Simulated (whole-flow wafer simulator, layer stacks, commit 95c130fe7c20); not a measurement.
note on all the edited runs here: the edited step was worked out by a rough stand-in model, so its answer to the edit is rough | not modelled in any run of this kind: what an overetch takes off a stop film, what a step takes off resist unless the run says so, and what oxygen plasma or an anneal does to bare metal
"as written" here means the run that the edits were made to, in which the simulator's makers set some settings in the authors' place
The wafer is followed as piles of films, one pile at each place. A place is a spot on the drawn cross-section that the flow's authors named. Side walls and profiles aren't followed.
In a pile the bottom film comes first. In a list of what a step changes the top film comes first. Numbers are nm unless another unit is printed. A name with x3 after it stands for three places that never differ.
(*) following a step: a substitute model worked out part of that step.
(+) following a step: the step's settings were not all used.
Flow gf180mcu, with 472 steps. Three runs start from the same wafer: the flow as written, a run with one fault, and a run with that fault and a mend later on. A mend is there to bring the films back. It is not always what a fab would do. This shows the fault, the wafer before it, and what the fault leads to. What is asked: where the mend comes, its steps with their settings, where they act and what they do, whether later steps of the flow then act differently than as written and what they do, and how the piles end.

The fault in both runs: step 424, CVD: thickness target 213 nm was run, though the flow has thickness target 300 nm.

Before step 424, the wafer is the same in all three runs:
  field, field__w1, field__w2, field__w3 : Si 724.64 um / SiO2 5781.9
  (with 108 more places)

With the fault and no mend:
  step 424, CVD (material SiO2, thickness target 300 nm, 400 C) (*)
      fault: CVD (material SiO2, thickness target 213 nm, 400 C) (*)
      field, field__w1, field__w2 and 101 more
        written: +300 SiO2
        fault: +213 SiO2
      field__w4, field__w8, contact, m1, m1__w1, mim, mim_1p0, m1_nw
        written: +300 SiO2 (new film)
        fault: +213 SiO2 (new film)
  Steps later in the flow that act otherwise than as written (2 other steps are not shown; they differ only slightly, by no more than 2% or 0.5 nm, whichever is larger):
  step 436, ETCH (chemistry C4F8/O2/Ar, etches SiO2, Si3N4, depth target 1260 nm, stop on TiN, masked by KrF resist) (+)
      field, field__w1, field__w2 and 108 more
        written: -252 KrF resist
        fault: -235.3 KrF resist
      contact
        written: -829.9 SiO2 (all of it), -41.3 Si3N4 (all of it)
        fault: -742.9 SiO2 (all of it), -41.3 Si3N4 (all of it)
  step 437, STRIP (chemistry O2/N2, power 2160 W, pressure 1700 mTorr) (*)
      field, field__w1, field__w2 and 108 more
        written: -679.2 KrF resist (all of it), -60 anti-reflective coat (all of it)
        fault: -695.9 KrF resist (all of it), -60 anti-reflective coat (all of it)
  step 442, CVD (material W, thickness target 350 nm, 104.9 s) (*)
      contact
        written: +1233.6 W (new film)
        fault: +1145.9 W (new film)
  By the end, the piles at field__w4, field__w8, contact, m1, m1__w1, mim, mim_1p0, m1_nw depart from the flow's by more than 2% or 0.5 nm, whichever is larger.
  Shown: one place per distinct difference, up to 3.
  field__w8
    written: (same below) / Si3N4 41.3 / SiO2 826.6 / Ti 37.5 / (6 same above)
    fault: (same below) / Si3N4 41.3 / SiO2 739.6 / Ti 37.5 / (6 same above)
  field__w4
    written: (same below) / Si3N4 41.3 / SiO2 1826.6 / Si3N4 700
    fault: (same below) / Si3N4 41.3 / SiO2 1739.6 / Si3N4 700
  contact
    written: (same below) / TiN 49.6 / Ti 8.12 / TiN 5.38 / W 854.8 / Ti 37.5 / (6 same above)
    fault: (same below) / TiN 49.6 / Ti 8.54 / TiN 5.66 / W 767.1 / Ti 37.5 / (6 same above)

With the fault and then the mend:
  After step 424 comes the mend.
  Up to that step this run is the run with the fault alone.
  step 424a, CVD (material SiO2, thickness target 87 nm, 400 C) (*) (a further turn of the flow's step 424, with different settings)
      field, field__w1, field__w2 and 109 more
        +87 SiO2
  None of the later steps of the flow acts differently than as written at any place that is followed.
  At every place that both follow, the piles at the end match the flow's.
